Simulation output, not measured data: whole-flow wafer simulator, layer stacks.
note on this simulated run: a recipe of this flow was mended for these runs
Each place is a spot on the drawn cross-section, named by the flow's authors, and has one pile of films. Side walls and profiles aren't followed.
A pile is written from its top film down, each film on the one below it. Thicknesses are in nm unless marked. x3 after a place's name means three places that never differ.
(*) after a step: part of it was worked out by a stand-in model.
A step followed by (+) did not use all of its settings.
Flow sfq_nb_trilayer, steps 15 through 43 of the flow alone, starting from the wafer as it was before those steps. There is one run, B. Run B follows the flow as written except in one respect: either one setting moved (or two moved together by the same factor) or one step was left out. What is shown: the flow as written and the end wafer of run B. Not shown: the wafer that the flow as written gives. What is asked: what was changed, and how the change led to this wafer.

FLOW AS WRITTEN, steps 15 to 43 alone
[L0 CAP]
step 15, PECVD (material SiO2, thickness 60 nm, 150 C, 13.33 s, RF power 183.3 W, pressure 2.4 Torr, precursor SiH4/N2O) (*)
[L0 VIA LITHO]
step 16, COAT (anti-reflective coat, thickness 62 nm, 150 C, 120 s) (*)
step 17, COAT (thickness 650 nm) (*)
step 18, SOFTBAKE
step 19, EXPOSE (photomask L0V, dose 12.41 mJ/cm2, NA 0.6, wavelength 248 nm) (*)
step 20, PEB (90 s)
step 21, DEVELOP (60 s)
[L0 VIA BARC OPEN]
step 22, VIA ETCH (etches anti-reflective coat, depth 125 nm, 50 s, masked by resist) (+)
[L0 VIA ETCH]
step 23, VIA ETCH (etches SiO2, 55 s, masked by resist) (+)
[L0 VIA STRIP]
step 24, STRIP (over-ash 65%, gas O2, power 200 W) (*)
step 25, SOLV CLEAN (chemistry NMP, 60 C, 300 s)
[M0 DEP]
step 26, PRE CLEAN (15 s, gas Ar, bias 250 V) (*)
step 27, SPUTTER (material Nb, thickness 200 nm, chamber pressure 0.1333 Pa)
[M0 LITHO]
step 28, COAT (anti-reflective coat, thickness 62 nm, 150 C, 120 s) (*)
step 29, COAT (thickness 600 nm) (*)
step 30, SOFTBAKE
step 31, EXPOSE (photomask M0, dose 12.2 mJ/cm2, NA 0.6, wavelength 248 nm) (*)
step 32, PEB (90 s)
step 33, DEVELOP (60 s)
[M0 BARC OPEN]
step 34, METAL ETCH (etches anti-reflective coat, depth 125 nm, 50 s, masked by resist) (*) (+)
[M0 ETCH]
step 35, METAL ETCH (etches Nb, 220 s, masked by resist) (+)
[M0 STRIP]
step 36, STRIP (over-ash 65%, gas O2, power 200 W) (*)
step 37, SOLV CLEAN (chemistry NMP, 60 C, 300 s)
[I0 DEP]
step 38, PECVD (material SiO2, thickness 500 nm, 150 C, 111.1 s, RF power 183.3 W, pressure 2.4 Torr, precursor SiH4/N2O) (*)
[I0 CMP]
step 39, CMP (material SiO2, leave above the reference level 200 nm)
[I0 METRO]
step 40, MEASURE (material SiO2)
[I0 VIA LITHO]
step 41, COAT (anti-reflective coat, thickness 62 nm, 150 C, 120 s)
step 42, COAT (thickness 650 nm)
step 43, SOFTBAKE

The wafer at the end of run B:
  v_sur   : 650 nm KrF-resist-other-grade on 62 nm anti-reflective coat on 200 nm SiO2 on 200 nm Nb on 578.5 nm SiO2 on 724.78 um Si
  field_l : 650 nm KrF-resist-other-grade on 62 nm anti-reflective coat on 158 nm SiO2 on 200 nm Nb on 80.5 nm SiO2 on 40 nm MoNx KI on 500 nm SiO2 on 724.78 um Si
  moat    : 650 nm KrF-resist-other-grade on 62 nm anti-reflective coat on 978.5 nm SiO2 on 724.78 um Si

What caused this: step 15, PECVD: thickness 85.5 nm was run, whereas the flow has thickness 60 nm; step 15, PECVD: 19 s was run, where the flow has 13.33 s.

How this came from the change, step by step:
  step 15, PECVD (material SiO2, thickness 60 nm, 150 C, 13.33 s, RF power 183.3 W, pressure 2.4 Torr, precursor SiH4/N2O) (*)
      v_sur, via_wl, via_w and 97 more: SiO2 gains 85.5 (as written it would have been: SiO2 gains 60)
      field_l, l0_sur, l0v, l0r_line_l, l0r_line_c, l0r_line_r: SiO2 gains 85.5 (new film) (as written it would have been: SiO2 gains 60 (new film))
  step 23, VIA ETCH (etches SiO2, 55 s, masked by resist) (+)
      l0v: SiO2 loses 80 (as written it would have been: SiO2 loses 59.7 (all of it), MoNx KI loses 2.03)
  step 26, PRE CLEAN (15 s, gas Ar, bias 250 V) (*)
      l0v: SiO2 loses 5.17 (all of it) (as written it would have been: MoNx KI loses 2.91)
  step 28, COAT (anti-reflective coat, thickness 62 nm, 150 C, 120 s) (*)
      ln_m6: anti-reflective coat gains 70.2 (new film) (as written it would have been: anti-reflective coat gains 67.9 (new film))
      lsp_r: anti-reflective coat gains 73.1 (new film) (as written it would have been: anti-reflective coat gains 71.1 (new film))
      (and at 2 other places as well)
  step 29, COAT (thickness 600 nm) (*)
      l0v: KrF-resist-other-grade gains 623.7 (new film) (as written it would have been: KrF-resist-other-grade gains 609.5 (new film))
  step 36, STRIP (over-ash 65%, gas O2, power 200 W) (*)
      ln_m6: KrF-resist-other-grade loses 367.4 (all of it), anti-reflective coat loses 70.2 (all of it) (as written it would have been: KrF-resist-other-grade loses 369.9 (all of it), anti-reflective coat loses 67.9 (all of it))
      lsp_r: KrF-resist-other-grade loses 365.2 (all of it), anti-reflective coat loses 73.1 (all of it) (as written it would have been: KrF-resist-other-grade loses 368.6 (all of it), anti-reflective coat loses 71.1 (all of it))
      (and at 2 other places as well)
  step 39, CMP (material SiO2, leave above the reference level 200 nm)
      l0v: SiO2 loses 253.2 (as written it would have been: SiO2 loses 277.4)
